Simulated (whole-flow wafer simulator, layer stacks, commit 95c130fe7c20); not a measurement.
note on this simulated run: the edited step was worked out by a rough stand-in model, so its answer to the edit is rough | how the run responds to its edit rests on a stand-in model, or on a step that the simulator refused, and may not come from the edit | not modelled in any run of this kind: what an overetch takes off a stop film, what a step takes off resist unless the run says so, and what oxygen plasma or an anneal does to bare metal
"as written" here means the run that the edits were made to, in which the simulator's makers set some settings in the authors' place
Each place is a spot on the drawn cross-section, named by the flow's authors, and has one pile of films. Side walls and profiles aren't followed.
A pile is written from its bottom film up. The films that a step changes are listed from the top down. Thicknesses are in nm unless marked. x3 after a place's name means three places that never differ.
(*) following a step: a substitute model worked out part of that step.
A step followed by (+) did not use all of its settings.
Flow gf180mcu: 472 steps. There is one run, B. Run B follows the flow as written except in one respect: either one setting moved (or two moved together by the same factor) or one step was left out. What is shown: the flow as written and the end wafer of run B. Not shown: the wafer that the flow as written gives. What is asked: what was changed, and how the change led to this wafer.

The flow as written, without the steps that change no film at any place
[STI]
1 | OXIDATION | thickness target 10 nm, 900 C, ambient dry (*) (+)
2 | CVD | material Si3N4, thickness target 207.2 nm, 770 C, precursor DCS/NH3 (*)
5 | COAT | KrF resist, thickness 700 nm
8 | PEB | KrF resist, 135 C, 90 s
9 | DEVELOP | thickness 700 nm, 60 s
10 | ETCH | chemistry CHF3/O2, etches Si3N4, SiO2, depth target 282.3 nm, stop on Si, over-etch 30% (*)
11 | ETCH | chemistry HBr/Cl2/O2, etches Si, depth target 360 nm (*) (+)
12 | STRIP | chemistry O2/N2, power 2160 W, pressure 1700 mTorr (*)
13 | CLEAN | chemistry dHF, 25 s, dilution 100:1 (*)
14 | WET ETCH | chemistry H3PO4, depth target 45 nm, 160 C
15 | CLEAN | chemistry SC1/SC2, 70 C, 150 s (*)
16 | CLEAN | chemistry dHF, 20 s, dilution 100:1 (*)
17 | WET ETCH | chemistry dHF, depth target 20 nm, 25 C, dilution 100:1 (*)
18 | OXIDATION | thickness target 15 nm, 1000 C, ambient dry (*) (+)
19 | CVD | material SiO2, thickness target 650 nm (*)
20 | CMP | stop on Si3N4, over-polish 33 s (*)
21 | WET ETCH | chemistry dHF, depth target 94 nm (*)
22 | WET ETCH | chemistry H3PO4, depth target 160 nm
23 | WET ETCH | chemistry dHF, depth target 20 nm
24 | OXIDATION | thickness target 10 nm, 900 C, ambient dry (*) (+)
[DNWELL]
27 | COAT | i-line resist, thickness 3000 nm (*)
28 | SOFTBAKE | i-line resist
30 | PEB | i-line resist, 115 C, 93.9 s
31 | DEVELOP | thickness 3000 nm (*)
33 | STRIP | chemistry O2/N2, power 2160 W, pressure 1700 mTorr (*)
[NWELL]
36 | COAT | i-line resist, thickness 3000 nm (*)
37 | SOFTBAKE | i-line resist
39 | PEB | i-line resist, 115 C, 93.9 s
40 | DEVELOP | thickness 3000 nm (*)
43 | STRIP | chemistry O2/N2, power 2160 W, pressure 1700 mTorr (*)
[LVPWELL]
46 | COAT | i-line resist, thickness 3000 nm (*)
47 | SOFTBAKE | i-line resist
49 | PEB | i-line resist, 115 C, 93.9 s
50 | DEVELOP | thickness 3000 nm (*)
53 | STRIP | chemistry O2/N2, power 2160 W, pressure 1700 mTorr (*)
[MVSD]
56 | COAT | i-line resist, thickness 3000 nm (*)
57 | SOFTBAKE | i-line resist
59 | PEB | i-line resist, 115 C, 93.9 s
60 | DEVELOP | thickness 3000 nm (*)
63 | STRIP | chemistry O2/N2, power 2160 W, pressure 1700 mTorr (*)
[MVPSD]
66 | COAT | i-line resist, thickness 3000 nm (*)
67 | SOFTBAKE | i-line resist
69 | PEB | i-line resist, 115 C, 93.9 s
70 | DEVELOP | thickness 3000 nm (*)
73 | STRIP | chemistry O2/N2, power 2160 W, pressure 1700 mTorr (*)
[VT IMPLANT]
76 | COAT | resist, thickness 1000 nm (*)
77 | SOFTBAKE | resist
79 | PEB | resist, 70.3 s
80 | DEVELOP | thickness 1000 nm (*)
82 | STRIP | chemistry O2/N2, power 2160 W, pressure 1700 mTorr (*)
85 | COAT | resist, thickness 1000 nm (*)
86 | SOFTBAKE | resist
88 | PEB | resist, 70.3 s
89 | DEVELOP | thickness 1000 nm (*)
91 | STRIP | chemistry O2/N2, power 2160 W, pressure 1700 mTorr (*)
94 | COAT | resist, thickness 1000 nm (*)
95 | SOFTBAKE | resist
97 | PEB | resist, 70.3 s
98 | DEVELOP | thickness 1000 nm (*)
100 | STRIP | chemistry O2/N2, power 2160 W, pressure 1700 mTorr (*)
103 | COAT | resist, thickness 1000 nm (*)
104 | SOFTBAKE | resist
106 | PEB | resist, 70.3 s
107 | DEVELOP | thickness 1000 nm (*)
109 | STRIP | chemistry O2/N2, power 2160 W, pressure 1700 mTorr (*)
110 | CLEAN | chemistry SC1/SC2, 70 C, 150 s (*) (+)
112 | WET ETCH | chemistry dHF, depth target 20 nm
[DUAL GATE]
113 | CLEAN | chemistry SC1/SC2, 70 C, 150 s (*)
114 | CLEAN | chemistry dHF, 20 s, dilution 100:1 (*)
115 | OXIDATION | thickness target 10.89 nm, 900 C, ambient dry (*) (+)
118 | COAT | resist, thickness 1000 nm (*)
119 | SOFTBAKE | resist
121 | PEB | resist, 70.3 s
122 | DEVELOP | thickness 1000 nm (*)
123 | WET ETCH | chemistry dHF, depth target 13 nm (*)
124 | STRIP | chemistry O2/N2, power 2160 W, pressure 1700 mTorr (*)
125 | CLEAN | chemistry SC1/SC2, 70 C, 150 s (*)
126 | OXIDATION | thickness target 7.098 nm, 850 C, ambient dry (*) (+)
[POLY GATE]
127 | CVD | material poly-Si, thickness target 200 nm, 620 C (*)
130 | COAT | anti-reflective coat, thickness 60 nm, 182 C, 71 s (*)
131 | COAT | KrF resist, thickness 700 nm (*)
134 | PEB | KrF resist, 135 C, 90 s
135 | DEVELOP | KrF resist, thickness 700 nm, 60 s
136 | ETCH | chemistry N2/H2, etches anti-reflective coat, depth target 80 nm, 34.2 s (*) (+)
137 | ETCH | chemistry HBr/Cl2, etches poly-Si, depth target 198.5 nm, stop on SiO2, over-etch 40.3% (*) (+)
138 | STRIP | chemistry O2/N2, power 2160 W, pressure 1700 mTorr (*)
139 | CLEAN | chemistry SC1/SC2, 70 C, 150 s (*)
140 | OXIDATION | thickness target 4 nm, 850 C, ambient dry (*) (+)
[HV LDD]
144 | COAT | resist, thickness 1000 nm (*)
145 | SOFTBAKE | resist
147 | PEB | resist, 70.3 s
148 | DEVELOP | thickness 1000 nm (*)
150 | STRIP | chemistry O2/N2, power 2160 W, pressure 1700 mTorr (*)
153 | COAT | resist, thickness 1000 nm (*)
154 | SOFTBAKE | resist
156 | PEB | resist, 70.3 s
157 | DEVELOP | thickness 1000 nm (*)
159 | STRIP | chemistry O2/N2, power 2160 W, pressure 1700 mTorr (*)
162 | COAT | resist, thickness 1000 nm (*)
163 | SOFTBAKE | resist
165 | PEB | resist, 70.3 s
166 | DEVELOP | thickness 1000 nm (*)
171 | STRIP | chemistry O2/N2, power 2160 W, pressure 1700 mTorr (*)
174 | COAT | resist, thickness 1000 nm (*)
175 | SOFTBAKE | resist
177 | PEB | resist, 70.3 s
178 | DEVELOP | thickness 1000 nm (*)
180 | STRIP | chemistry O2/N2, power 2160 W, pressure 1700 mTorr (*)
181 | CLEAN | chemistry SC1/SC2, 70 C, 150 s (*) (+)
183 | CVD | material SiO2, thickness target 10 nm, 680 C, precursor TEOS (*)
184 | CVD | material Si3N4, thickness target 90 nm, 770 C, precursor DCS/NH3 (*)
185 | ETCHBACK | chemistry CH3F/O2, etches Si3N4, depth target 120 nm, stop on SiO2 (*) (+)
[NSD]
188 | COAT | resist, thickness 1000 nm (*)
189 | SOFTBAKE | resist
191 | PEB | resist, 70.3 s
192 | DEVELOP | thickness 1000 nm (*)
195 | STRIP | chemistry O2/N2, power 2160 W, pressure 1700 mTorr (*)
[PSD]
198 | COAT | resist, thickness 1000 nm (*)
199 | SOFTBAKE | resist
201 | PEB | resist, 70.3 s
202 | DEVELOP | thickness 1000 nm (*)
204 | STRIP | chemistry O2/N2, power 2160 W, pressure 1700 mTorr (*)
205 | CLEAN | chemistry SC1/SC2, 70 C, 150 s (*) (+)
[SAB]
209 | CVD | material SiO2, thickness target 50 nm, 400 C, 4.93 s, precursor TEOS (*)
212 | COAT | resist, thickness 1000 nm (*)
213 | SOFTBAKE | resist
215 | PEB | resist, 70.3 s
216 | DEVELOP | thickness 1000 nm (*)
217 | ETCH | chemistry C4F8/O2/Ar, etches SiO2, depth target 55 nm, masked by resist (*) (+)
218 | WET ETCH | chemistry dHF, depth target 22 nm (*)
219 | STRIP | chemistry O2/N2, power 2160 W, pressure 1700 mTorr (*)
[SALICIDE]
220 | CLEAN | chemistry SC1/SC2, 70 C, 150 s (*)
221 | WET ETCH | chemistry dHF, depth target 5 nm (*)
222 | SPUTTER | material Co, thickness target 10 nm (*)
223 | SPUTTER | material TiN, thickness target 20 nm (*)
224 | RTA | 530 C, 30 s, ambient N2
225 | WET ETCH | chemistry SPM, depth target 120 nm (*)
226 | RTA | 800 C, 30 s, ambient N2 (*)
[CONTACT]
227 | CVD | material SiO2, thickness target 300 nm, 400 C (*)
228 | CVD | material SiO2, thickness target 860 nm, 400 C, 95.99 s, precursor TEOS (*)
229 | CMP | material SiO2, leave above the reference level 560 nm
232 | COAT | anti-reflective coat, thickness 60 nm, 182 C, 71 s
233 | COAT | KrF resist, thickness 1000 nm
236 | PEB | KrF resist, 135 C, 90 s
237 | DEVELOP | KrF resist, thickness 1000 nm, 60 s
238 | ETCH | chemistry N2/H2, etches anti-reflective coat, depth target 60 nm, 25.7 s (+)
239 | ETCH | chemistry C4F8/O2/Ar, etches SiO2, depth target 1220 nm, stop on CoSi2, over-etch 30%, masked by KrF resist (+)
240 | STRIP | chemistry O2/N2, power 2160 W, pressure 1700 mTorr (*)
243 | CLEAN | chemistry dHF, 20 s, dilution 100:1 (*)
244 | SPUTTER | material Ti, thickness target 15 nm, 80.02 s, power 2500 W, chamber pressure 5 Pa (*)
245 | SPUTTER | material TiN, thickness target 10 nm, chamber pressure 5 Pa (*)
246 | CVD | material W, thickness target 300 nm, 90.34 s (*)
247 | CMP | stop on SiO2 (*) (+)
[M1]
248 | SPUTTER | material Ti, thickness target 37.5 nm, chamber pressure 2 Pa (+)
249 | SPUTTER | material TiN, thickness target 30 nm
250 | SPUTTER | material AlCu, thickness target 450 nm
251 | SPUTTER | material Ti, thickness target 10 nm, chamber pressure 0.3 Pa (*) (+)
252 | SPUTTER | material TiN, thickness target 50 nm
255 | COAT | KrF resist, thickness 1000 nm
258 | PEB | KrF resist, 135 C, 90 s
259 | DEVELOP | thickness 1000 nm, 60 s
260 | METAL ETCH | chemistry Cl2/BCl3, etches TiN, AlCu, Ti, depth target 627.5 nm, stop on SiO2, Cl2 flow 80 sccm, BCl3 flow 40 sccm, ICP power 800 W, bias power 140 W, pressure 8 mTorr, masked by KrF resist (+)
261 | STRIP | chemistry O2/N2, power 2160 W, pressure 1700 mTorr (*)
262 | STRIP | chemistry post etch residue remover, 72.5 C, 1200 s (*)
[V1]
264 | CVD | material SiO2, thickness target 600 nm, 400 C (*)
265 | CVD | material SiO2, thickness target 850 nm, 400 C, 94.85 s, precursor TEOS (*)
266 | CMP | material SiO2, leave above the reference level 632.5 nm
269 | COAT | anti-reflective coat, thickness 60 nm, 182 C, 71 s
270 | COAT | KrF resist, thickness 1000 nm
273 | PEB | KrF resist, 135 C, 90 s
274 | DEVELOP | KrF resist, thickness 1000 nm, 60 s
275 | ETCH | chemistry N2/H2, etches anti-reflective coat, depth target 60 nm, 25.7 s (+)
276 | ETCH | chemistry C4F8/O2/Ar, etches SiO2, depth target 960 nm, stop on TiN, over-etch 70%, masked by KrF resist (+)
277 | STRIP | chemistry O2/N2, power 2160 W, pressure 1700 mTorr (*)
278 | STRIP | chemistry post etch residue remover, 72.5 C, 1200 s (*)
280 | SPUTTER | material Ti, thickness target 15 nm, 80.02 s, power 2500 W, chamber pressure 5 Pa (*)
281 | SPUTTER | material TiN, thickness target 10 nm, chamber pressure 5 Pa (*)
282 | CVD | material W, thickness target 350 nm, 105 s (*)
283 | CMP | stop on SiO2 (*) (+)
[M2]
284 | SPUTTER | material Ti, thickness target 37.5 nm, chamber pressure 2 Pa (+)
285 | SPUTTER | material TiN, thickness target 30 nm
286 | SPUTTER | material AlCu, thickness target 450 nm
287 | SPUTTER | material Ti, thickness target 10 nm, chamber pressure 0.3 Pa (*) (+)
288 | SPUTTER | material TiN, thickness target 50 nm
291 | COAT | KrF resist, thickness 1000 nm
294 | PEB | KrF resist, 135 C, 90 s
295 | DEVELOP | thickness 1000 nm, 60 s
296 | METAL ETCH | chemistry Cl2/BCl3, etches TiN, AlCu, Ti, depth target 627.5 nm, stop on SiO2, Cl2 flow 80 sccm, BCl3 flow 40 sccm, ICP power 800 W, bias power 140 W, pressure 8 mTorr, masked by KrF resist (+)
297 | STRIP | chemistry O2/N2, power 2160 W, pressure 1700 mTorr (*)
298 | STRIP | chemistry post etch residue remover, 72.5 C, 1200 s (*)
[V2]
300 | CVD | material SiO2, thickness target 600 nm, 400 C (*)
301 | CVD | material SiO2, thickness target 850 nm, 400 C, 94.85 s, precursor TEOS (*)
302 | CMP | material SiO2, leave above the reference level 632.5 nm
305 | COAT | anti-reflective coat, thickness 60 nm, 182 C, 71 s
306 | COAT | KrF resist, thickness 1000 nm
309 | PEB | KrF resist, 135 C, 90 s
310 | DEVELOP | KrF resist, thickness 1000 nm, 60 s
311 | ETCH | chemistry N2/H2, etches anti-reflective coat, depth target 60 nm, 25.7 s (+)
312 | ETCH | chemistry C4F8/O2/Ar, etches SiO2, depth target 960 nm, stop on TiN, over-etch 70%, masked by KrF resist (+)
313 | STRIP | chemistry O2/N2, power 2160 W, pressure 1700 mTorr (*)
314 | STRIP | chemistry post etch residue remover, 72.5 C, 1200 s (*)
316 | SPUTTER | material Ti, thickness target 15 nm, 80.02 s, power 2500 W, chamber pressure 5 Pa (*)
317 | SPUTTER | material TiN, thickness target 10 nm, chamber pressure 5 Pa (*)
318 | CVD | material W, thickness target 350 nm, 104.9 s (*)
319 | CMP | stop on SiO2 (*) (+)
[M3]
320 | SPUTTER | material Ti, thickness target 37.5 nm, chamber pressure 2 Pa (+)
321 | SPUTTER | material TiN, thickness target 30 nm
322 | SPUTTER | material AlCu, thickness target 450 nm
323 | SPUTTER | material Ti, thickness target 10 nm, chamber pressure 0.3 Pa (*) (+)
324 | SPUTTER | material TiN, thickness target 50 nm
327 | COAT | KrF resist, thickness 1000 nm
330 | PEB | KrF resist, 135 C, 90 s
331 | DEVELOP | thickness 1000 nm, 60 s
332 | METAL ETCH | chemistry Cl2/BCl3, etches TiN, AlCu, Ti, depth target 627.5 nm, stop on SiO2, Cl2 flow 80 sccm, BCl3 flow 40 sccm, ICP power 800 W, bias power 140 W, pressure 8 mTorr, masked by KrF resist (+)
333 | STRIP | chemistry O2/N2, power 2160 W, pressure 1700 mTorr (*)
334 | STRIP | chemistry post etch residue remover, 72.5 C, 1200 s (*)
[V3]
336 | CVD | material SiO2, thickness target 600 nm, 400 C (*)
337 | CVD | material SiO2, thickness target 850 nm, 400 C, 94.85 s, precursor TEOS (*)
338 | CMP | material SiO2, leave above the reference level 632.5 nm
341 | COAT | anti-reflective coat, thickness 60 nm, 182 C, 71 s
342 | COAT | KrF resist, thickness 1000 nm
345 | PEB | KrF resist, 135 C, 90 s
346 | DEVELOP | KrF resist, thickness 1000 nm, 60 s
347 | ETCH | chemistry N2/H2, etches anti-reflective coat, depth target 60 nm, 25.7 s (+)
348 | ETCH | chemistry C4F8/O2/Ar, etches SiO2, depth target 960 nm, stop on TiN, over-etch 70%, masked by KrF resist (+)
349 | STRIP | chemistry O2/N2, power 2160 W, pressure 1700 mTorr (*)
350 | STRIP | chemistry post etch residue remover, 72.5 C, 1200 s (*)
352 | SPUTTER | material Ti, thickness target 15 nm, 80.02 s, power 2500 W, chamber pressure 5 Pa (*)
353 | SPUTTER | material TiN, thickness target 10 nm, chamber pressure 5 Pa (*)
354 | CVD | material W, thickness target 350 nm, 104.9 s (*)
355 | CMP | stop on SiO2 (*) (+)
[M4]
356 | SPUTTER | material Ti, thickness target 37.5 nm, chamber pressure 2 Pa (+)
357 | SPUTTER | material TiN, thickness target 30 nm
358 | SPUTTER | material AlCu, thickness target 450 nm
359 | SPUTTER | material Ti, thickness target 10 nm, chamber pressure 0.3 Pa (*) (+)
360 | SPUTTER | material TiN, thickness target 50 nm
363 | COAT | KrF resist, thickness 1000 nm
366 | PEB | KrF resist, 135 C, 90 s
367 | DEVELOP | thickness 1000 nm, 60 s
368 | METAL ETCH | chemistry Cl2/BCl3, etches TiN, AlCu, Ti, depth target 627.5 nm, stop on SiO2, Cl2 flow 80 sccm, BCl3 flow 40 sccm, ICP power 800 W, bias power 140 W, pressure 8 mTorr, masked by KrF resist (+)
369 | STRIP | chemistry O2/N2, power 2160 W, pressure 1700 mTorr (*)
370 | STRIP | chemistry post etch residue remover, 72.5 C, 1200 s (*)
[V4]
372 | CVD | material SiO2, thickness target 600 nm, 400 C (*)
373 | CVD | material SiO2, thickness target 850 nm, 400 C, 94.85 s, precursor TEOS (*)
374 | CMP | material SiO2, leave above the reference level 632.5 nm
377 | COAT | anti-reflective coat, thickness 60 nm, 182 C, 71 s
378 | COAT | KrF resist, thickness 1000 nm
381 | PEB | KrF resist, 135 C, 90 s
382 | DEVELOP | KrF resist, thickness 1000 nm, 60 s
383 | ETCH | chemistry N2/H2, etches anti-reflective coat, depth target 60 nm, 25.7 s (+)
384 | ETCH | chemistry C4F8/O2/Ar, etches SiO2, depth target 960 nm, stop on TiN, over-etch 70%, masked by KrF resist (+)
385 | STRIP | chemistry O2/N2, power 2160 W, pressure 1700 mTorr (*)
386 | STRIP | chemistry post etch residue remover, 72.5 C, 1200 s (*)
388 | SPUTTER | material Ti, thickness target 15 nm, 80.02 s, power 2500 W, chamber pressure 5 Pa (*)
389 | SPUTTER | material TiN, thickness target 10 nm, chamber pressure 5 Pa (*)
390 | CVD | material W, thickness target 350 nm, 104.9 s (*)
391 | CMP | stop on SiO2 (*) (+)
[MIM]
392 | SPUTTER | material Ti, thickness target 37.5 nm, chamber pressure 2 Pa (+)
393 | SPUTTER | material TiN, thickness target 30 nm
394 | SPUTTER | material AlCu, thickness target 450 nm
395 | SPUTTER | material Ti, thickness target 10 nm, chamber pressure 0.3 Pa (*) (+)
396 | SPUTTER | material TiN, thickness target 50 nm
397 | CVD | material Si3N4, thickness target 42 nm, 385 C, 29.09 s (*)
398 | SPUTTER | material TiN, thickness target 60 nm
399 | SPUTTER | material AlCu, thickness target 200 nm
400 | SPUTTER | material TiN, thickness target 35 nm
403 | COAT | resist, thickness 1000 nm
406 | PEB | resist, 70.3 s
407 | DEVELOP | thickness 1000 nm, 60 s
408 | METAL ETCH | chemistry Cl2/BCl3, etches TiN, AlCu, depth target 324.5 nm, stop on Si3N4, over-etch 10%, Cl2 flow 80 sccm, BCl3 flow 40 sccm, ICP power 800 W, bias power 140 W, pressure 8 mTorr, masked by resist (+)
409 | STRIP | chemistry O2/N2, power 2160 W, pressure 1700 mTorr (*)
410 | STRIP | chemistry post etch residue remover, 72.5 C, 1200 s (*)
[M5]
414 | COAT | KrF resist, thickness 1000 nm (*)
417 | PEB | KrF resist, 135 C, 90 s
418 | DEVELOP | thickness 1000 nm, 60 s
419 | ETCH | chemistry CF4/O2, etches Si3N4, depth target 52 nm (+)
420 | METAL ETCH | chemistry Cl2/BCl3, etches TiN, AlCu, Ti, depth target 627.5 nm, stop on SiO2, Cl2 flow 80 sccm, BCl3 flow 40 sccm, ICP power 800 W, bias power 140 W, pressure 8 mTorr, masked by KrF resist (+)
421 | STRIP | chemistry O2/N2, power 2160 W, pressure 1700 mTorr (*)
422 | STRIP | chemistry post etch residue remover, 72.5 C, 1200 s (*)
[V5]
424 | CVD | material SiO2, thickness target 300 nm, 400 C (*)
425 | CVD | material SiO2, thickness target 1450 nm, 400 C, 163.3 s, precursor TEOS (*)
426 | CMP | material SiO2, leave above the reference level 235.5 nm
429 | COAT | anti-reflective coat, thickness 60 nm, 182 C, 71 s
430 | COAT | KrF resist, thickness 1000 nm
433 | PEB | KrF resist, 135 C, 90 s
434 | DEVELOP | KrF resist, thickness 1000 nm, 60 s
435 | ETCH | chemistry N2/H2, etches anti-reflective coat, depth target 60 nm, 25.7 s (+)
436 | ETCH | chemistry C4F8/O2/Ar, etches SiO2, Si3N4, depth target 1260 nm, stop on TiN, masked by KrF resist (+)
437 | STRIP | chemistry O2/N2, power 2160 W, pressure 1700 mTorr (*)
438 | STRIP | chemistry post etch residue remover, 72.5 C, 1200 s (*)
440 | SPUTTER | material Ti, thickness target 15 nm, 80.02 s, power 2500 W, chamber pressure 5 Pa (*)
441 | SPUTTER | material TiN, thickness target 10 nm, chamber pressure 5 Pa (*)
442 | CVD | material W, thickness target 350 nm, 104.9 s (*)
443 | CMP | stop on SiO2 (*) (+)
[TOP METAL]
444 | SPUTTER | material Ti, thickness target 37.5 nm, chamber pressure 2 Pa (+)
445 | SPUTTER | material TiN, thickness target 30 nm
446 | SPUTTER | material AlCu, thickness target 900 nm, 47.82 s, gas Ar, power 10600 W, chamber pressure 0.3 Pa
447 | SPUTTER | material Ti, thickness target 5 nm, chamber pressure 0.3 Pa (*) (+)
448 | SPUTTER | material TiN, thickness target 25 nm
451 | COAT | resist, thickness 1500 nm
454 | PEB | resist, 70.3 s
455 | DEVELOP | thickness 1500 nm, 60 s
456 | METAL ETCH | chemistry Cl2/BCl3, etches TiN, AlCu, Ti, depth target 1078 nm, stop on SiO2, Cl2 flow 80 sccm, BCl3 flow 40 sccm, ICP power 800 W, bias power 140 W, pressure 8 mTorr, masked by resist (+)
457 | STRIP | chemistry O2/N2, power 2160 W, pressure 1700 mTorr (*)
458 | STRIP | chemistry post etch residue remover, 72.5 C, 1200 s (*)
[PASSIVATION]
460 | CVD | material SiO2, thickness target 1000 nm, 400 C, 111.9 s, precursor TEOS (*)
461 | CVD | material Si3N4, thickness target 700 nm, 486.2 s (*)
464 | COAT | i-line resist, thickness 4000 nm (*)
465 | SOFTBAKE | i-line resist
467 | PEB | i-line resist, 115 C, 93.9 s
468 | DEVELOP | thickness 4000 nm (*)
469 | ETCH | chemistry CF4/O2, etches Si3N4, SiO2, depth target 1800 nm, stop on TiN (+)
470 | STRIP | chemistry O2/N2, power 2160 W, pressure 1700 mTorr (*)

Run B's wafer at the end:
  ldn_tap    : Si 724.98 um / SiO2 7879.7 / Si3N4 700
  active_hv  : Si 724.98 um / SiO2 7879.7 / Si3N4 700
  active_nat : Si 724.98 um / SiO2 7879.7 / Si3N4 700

The reason: step 218, WET ETCH: depth target 9.68 nm was run, while the flow as written has depth target 22 nm.

How this came from the change, step by step:
  218 | WET ETCH | chemistry dHF, depth target 22 nm (*)
      ldn_tap, ldn_src, ldn_drn, ldp_src, ldp_drn, ldp_gr: -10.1 SiO2 (as written it would have been: -16 SiO2 (all of it))
      ld_drn_n, ld_sd_p: -9.88 SiO2 (as written it would have been: -14.8 SiO2 (all of it))
      (also at 57 further places)
  219 | STRIP | chemistry O2/N2, power 2160 W, pressure 1700 mTorr (*)
      active_hv, active_nat, ld_sd_n and 11 more: nothing (as written it would have been: +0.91 chemical SiO2 (new film), -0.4 Si)
  221 | WET ETCH | chemistry dHF, depth target 5 nm (*)
      active_hv, active_nat, ld_sd_n and 10 more: -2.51 SiO2 (as written it would have been: -0.76 chemical SiO2 (all of it))
      ld_drn_p: -1.73 SiO2 (all of it) (as written it would have been: -0.76 chemical SiO2 (all of it))
  222 | SPUTTER | material Co, thickness target 10 nm (*)
      field__w12: +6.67 Co (new film) (as written it would have been: +6.15 Co (new film))
  223 | SPUTTER | material TiN, thickness target 20 nm (*)
      field__w12: +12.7 TiN (new film) (as written it would have been: +12 TiN (new film))
      ld_sd_n: +16.4 TiN (new film) (as written it would have been: +15.5 TiN (new film))
  224 | RTA | 530 C, 30 s, ambient N2
      ldn_tap, ldn_src, ldn_drn, ldp_tap, ldp_src, ldp_drn, ldp_gr: nothing (as written it would have been: under 1 film: +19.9 CoSi (new film), -10 Co (all of it), -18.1 Si)
      active_hv: nothing (as written it would have been: under 1 film: +19 CoSi (new film), -9.55 Co (all of it), -17.3 Si)
      (also at 5 further places)
  225 | WET ETCH | chemistry SPM, depth target 120 nm (*)
      ldn_tap, ldn_src, ldn_drn, ldp_tap, ldp_src, ldp_drn, ldp_gr: -20 TiN (all of it), -10 Co (all of it) (as written it would have been: -20 TiN (all of it))
      active_hv: -19 TiN (all of it), -9.56 Co (all of it) (as written it would have been: -19 TiN (all of it))
      (also at 6 further places)
  226 | RTA | 800 C, 30 s, ambient N2 (*)
      ldn_tap, ldn_src, ldn_drn, ldp_tap, ldp_src, ldp_drn, ldp_gr: nothing (as written it would have been: +35 CoSi2 (new film), -19.9 CoSi (all of it), -18.1 Si)
      active_hv: nothing (as written it would have been: +33.4 CoSi2 (new film), -19 CoSi (all of it), -17.3 Si)
      (also at 5 further places)
  227 | CVD | material SiO2, thickness target 300 nm, 400 C (*)
      active_hv, active_nat, ld_sd_n and 10 more: +300 SiO2 (as written it would have been: +300 SiO2 (new film))
  229 | CMP | material SiO2, leave above the reference level 560 nm
      ldn_sep__w1, ldn_sep__w2, ldn_dft and 8 more: -324.6 SiO2 (as written it would have been: -311 SiO2)
      sti, mim_1p0, pad, dice_street, iso_nw_fld, iso_fld_sub: -310.4 SiO2 (as written it would have been: -296.8 SiO2)
      (also at 34 further places)
Taking metal films that touch as one body, ldn_tap has 0 bodies; the flow as written gives 1 body.
Taking metal films that touch as one body, active_hv has 0 bodies; the flow as written gives 1 body.
Taking metal films that touch as one body, active_nat has 0 bodies; the flow as written gives 1 body.
